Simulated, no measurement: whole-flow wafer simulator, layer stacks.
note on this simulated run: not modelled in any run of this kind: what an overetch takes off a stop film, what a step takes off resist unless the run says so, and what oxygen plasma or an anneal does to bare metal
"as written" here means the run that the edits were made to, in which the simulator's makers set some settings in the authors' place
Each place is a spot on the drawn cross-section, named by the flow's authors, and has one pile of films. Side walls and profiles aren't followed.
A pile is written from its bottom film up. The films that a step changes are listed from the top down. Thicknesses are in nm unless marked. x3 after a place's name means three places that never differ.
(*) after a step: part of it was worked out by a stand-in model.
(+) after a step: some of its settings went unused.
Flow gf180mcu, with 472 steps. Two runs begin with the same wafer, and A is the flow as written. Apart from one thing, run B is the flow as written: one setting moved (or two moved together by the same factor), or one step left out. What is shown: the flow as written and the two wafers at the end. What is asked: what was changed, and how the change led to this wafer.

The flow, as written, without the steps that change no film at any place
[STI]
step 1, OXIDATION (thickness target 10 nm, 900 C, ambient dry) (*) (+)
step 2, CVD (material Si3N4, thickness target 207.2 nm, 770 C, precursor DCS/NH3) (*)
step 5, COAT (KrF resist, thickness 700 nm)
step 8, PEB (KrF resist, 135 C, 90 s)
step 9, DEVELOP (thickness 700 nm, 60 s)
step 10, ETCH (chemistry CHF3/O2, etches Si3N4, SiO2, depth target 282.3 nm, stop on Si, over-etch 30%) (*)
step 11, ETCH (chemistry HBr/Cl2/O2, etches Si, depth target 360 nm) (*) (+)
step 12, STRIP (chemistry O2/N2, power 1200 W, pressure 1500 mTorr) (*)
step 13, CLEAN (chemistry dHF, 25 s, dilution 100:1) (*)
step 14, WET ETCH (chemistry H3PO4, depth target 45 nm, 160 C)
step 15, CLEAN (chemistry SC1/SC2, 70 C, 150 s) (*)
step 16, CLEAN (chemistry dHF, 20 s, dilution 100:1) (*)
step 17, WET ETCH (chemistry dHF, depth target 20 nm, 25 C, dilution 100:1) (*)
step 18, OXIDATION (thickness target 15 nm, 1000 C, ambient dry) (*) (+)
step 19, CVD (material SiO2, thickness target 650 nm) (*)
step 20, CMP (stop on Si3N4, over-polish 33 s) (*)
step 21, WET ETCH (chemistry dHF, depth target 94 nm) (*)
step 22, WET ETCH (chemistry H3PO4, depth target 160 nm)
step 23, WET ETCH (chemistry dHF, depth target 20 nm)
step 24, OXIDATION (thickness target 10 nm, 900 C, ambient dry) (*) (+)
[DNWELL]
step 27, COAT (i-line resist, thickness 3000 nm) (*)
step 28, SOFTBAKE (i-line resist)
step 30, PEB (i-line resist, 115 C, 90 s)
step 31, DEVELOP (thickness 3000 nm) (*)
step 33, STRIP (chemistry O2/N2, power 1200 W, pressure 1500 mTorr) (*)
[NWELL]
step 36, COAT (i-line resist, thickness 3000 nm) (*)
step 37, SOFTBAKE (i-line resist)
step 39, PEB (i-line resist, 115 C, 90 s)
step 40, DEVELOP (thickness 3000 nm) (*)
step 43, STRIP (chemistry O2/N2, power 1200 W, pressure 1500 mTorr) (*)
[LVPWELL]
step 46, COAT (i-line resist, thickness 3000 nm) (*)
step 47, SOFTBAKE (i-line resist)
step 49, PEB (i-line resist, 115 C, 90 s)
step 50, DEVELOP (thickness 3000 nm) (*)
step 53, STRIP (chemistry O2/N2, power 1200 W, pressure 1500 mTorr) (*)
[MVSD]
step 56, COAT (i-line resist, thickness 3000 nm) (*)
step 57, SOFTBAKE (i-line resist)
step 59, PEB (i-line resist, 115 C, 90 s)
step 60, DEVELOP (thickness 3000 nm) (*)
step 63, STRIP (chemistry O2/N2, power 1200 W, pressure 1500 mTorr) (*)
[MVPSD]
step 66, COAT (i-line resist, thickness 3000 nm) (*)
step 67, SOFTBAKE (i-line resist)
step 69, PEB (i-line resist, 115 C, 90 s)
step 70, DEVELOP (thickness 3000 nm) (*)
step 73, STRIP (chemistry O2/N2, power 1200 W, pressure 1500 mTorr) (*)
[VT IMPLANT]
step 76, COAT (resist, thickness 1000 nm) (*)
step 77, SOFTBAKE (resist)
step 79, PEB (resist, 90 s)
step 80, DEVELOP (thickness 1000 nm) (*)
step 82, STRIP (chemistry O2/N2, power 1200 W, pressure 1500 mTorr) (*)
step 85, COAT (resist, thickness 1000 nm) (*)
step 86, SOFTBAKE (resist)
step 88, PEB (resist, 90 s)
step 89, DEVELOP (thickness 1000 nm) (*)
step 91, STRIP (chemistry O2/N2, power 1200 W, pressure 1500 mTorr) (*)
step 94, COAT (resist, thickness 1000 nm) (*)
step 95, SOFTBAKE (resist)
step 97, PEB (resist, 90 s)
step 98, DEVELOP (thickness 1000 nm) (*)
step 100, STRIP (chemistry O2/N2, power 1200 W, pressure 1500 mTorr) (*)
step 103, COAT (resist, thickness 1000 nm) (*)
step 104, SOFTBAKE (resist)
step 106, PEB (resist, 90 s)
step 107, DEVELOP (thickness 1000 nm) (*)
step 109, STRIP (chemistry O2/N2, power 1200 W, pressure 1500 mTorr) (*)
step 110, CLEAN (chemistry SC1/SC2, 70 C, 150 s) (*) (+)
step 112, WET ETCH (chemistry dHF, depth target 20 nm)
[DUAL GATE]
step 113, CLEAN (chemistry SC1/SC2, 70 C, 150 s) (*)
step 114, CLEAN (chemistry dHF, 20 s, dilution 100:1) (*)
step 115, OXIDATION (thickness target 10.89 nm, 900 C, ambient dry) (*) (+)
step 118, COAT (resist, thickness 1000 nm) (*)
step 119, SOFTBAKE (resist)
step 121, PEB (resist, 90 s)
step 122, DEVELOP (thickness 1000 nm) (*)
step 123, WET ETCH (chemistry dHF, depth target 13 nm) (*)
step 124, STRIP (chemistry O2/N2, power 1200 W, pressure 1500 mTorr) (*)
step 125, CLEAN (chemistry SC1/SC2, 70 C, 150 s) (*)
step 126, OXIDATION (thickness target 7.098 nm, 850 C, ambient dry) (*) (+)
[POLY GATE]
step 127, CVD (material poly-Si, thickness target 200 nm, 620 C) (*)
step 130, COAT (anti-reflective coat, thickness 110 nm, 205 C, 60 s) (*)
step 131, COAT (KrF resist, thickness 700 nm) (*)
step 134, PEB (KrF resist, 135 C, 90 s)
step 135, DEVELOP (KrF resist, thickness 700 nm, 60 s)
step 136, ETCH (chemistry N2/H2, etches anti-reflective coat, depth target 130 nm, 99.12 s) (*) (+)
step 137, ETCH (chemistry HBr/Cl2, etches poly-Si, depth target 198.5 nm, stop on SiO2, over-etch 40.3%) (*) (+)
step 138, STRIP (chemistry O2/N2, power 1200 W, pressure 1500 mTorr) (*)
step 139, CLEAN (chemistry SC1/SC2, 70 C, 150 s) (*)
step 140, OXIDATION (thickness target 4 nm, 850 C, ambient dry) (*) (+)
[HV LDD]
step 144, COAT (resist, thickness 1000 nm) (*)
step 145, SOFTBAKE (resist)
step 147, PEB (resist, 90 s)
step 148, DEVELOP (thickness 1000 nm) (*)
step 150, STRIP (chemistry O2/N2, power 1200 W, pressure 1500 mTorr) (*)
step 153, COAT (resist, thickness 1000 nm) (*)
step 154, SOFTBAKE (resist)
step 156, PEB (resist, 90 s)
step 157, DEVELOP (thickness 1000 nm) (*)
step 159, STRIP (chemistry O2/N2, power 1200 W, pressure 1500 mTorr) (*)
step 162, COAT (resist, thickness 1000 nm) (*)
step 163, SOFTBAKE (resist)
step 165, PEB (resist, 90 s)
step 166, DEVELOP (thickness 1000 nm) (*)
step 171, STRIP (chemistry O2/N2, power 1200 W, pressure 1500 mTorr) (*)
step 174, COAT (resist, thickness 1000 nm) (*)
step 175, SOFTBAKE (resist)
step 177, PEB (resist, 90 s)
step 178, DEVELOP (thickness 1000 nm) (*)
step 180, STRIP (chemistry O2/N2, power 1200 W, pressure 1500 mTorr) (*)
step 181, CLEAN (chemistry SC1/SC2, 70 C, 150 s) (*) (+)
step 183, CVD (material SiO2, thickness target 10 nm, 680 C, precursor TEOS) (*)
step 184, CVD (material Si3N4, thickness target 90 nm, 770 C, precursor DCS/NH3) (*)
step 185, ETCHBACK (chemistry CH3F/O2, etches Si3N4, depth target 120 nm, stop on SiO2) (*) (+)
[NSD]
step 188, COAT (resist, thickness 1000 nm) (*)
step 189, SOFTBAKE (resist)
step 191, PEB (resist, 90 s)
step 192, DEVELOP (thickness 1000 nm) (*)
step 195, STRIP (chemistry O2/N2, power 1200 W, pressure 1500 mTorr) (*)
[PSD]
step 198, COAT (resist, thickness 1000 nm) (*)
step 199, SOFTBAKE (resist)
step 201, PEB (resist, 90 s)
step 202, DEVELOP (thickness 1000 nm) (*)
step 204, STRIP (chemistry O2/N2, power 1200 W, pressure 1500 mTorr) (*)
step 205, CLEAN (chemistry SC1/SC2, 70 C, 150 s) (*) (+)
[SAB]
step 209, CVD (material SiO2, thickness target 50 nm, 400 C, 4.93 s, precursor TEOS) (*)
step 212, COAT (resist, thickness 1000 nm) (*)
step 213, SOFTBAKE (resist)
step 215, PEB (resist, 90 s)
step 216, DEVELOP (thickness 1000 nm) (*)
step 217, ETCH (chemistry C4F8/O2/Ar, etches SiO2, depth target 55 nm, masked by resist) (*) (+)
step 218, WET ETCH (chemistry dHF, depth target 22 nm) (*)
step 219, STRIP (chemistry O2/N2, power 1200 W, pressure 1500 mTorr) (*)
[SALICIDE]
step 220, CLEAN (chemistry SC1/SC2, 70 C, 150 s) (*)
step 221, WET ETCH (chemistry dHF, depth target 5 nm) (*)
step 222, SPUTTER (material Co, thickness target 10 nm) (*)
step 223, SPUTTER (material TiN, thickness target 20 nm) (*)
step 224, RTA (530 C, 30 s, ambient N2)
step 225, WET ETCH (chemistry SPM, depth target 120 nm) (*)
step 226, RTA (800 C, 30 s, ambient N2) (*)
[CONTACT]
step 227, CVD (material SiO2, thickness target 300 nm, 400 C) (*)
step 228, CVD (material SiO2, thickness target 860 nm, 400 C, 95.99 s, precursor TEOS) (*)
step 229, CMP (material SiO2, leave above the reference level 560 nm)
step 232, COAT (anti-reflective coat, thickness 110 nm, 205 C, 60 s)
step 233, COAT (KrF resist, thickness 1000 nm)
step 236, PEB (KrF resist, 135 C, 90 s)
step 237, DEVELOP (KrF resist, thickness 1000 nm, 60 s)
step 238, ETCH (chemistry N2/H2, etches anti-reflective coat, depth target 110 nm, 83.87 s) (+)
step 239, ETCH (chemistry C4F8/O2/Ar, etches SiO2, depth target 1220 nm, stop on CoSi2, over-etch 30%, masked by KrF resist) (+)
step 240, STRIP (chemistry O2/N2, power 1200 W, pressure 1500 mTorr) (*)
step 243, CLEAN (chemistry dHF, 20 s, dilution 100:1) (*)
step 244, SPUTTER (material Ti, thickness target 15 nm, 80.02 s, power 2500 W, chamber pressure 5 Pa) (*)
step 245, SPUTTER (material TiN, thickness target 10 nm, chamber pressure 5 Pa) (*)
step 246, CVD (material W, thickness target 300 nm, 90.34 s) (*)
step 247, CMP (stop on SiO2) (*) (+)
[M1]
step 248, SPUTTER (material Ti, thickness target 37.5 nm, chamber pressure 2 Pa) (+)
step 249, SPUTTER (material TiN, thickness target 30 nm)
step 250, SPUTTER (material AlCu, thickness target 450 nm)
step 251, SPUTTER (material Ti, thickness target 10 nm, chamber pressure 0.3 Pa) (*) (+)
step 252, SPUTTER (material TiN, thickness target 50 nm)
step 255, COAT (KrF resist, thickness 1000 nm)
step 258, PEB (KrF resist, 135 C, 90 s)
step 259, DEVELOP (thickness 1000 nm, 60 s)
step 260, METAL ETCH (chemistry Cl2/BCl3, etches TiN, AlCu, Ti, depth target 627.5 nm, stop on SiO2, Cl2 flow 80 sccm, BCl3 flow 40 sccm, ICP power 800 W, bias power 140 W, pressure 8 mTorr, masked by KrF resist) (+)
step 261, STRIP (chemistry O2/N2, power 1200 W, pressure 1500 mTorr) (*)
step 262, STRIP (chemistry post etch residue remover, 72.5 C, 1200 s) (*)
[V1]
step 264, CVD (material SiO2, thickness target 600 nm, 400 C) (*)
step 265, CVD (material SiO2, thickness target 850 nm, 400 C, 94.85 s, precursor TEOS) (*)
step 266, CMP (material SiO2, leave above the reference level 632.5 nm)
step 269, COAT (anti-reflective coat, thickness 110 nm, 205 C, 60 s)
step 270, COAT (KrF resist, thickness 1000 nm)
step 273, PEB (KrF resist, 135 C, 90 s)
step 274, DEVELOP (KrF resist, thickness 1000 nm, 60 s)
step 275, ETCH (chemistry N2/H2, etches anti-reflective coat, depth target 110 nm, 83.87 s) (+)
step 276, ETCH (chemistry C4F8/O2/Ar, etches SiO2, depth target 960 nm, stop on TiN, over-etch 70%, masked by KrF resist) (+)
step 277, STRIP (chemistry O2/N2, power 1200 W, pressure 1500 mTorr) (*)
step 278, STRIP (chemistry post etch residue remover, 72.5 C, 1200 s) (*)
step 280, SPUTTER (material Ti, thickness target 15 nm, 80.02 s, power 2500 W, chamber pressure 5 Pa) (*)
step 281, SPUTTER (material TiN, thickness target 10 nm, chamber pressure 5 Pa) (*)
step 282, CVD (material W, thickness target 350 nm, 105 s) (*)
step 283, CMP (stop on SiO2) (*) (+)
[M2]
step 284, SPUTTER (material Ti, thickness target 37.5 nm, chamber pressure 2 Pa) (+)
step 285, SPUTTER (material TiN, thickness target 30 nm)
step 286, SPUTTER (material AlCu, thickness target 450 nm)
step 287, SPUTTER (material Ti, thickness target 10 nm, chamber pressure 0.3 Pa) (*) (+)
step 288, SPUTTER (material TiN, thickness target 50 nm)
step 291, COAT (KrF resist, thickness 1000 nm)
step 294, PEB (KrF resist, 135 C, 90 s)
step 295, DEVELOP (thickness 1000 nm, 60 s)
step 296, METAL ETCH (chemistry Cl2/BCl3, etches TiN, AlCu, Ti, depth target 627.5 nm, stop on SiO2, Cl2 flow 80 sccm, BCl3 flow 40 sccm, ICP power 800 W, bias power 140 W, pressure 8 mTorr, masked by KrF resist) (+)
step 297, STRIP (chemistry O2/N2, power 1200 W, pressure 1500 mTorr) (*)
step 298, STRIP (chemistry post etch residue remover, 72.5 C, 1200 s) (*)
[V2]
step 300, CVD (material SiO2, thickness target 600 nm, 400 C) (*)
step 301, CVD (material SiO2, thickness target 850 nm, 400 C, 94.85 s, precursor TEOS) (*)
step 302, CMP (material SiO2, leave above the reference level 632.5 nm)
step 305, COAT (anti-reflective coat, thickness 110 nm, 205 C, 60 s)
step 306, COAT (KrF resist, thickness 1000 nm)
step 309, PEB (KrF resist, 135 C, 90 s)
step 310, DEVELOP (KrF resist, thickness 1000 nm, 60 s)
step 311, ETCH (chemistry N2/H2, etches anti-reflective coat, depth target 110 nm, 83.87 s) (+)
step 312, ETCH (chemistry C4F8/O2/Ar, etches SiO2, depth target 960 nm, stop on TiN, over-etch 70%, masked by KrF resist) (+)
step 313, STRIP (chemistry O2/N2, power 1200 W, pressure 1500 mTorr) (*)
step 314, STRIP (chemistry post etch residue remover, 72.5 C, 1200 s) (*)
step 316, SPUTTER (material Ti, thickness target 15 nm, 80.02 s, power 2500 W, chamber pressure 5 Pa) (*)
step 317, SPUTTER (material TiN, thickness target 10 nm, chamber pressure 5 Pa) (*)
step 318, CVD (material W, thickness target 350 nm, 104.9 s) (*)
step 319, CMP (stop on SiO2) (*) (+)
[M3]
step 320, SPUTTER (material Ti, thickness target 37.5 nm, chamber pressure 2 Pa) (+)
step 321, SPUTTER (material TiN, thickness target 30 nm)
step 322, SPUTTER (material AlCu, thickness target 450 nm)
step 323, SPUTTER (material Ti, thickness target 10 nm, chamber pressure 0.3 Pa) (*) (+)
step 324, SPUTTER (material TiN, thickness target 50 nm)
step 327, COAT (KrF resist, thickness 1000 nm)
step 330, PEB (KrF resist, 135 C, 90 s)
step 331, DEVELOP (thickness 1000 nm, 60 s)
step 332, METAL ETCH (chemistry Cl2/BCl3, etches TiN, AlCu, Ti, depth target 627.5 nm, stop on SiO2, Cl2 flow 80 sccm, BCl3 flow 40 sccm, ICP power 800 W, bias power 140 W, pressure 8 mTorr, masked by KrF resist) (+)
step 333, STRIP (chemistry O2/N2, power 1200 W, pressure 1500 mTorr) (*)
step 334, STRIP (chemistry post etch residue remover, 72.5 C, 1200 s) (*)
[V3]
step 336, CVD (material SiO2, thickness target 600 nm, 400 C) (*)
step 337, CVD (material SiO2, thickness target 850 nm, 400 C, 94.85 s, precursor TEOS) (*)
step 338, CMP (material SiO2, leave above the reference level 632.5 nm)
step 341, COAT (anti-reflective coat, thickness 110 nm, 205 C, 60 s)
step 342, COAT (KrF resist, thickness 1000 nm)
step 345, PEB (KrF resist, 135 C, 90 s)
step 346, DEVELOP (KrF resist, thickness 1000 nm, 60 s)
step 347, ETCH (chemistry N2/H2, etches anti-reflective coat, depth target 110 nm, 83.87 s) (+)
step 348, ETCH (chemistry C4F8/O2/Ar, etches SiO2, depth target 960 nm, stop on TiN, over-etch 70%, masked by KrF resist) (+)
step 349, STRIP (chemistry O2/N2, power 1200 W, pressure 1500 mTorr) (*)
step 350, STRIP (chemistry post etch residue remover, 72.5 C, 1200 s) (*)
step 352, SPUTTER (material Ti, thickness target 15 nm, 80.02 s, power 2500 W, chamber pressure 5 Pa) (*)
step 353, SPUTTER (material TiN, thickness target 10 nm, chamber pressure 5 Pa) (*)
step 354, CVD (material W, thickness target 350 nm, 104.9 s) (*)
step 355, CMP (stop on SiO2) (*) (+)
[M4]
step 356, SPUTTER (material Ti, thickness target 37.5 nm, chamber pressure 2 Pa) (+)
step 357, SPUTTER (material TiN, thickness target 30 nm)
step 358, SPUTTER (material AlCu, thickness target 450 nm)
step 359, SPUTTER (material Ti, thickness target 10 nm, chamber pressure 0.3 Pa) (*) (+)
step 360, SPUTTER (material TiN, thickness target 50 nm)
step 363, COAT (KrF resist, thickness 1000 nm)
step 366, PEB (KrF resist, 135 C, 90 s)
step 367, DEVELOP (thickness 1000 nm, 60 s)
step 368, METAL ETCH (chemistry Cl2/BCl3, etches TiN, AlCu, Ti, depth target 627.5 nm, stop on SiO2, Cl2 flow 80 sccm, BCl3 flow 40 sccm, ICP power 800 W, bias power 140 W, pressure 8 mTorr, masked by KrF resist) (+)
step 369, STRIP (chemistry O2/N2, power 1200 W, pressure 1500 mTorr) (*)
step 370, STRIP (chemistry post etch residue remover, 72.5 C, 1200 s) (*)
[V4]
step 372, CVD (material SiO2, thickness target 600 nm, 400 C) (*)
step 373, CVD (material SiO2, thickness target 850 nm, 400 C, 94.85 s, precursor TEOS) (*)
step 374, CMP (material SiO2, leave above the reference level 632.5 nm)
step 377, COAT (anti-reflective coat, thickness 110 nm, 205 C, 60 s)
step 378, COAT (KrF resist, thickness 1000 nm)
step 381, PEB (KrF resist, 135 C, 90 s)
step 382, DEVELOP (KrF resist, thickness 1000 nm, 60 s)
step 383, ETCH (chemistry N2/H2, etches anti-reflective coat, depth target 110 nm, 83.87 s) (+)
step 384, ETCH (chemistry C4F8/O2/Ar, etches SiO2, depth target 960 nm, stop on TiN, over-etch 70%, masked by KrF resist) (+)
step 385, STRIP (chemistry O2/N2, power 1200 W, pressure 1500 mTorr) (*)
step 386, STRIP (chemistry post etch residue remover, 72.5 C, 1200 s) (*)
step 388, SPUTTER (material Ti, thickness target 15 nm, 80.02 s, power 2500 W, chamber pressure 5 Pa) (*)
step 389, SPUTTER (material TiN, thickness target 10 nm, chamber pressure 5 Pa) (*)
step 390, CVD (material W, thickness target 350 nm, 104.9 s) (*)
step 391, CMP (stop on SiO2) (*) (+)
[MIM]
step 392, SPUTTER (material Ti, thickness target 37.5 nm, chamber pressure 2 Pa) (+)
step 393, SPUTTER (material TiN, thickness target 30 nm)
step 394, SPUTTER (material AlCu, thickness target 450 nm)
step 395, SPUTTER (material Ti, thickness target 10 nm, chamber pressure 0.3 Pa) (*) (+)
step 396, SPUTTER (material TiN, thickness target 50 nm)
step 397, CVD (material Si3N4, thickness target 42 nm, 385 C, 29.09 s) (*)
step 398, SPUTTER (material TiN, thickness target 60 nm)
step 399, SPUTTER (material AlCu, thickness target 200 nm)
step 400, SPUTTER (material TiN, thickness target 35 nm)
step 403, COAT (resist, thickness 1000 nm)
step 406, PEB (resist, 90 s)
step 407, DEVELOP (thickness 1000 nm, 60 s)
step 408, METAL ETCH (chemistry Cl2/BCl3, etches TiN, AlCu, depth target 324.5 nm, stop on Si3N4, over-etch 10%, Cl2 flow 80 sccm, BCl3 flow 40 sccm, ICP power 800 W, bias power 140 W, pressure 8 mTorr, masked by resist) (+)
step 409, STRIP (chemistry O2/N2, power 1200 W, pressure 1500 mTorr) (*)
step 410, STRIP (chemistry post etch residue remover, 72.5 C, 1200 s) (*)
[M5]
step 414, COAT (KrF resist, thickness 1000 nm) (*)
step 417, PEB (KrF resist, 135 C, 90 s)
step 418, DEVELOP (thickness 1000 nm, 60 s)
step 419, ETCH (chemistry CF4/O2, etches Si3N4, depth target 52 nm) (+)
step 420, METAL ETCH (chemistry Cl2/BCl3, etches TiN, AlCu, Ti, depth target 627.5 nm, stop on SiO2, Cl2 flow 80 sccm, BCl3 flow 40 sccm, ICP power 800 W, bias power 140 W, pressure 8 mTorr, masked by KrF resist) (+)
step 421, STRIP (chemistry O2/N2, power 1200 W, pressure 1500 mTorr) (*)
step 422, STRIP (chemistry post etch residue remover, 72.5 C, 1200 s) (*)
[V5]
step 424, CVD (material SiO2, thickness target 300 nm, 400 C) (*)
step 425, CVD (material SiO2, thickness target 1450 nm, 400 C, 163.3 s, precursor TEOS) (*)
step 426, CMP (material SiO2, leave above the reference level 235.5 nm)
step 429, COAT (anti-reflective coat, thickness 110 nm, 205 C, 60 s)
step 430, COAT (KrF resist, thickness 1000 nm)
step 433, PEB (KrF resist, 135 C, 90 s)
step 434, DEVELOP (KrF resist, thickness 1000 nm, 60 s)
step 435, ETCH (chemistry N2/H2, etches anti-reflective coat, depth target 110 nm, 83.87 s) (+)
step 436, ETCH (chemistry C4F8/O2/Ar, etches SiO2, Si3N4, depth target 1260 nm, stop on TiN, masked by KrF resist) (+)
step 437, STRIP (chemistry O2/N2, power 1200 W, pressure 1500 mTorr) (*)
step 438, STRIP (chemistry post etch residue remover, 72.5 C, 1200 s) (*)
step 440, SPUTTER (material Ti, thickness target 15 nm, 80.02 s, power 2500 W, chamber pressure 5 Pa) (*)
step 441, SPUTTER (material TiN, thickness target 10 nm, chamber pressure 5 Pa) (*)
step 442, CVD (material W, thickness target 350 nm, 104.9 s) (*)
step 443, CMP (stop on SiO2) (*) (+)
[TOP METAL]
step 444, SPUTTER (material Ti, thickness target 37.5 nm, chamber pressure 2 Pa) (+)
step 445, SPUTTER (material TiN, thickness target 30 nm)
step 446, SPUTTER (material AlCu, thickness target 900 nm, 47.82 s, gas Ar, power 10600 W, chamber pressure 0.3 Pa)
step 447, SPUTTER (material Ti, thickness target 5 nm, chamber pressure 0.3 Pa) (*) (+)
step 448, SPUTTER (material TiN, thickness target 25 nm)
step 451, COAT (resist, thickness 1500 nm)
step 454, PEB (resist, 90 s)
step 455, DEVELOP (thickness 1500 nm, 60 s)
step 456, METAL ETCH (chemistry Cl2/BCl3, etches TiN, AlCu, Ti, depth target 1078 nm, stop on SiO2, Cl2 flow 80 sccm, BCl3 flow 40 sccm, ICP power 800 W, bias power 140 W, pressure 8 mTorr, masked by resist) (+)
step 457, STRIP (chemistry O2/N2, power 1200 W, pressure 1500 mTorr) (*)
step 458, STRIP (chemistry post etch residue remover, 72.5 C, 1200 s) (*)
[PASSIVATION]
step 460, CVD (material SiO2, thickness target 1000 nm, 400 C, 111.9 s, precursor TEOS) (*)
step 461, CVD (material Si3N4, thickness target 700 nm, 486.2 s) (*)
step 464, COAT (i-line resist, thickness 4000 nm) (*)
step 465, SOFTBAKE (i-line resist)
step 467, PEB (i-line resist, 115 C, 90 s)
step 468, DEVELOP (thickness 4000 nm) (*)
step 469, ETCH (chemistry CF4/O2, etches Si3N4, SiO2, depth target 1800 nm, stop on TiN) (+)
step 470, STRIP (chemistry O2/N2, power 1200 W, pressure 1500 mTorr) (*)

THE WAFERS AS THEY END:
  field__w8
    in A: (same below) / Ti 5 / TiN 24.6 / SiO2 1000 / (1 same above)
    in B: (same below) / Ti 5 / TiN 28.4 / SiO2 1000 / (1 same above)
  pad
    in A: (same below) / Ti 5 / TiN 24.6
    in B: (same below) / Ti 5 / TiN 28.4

Cause: step 448, SPUTTER: thickness target 28.8 nm was run, though the flow has thickness target 25 nm.

Step by step, how the change led to this:
  step 448, SPUTTER (material TiN, thickness target 25 nm)
      field, field__w1, field__w2 and 109 more: A +25 TiN (new film) | B +28.8 TiN (new film)
  step 456, METAL ETCH (chemistry Cl2/BCl3, etches TiN, AlCu, Ti, depth target 1078 nm, stop on SiO2, Cl2 flow 80 sccm, BCl3 flow 40 sccm, ICP power 800 W, bias power 140 W, pressure 8 mTorr, masked by resist) (+)
      field, field__w1, field__w2 and 103 more: A -25 TiN (all of it), -5 Ti (all of it), -900 AlCu (all of it), -30 TiN (all of it), -37.5 Ti (all of it) | B -28.8 TiN (all of it), -5 Ti (all of it), -900 AlCu (all of it), -30 TiN (all of it), -37.5 Ti (all of it)
  step 465, SOFTBAKE (i-line resist)
      field__w11, field__w13: A +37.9 i-line resist | B +31.4 i-line resist
      field: A -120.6 i-line resist | B -109.1 i-line resist
      (also at 58 further places)
